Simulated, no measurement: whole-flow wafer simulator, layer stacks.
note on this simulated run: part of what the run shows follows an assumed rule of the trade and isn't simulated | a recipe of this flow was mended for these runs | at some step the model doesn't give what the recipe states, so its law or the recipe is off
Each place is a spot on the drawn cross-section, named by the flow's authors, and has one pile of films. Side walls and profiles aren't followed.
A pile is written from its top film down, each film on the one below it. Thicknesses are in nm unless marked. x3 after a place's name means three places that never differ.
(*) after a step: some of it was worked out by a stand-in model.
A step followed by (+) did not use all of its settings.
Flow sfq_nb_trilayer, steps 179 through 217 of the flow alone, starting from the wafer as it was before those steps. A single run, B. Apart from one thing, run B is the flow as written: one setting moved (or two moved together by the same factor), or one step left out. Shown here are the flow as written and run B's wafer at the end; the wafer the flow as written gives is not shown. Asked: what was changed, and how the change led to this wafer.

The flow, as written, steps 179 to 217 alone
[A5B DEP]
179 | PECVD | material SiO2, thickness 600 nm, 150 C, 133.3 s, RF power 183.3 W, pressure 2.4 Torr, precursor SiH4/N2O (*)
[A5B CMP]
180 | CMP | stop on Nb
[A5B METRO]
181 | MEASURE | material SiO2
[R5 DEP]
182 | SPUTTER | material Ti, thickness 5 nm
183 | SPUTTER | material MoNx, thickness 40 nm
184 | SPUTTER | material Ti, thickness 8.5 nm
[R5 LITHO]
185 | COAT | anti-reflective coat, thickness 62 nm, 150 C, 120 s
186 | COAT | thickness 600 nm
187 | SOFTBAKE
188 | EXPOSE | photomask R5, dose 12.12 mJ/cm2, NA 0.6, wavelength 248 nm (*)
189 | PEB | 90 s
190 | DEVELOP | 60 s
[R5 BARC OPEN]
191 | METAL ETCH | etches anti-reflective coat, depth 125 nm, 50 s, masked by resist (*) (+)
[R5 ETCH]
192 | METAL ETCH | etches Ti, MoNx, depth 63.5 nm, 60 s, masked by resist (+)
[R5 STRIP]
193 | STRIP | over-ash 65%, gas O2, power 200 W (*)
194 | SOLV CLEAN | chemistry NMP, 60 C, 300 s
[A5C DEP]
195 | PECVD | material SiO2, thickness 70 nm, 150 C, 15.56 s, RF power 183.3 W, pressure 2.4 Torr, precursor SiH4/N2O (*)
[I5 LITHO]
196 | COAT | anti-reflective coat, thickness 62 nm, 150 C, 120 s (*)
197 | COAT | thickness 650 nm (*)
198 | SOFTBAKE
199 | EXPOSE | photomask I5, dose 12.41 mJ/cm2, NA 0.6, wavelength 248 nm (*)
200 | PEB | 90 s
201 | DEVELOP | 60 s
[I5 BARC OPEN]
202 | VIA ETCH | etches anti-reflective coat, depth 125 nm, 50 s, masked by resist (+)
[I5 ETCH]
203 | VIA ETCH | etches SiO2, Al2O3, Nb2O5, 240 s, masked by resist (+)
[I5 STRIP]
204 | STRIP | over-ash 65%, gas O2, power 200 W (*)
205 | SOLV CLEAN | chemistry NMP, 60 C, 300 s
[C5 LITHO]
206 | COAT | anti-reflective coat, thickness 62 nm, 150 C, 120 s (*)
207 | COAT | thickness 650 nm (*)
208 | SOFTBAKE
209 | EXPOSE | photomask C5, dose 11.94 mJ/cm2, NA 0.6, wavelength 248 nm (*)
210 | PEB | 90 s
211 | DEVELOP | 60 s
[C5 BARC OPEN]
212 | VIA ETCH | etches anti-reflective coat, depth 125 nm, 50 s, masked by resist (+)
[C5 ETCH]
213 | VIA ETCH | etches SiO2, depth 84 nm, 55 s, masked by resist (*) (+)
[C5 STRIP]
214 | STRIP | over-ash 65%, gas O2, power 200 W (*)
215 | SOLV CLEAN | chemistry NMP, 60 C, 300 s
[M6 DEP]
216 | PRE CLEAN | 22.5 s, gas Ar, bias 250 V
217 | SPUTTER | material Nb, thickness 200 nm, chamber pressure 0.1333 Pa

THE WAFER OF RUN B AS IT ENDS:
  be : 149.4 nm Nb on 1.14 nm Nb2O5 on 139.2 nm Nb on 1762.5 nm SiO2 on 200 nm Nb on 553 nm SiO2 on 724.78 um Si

The reason: step 203, VIA ETCH: 168 s was run, whereas the flow has 240 s.

The path from the change to this, step by step:
  203 | VIA ETCH | etches SiO2, Al2O3, Nb2O5, 240 s, masked by resist (+)
      be: SiO2 loses 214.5 (all of it), Al2O3 loses 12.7 (all of it), Nb2O5 loses 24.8 (in the flow as written it would be: SiO2 loses 214.5 (all of it), Al2O3 loses 12.7 (all of it), Nb2O5 loses 29.9 (all of it), Nb loses 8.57)
      field_l, v_sur, via_wl and 102 more: KrF-resist-other-grade loses 168 (in the flow as written it would be: KrF-resist-other-grade loses 240)
  204 | STRIP | over-ash 65%, gas O2, power 200 W (*)
      p4_fl x5, p4_w1 x9, p3_s0 x9, l0r_line_l x3, l0r_space_c x19, m0r_space_l x2: KrF-resist-other-grade loses 387.7 (all of it), anti-reflective coat loses 62 (all of it) (in the flow as written it would be: KrF-resist-other-grade loses 315.7 (all of it), anti-reflective coat loses 62 (all of it))
      wl_b_sl, wl_b_m5, wl_b_sr and 14 more: KrF-resist-other-grade loses 387.6 (all of it), anti-reflective coat loses 62 (all of it) (in the flow as written it would be: KrF-resist-other-grade loses 315.6 (all of it), anti-reflective coat loses 62 (all of it))
      (and at 41 other places as well)
  216 | PRE CLEAN | 22.5 s, gas Ar, bias 250 V
      be: Nb2O5 loses 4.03 (in the flow as written it would be: Nb loses 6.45)
  217 | SPUTTER | material Nb, thickness 200 nm, chamber pressure 0.1333 Pa
      be: Nb gains 149.4 (new film) (in the flow as written it would be: Nb gains 145.8)
If metal films that touch count as one body, be has 3 bodies (between them, from the top down: Nb2O5 1.14; SiO2 1762.5); the flow as written gives 2 bodies (between them, from the top down: SiO2 1762.5).
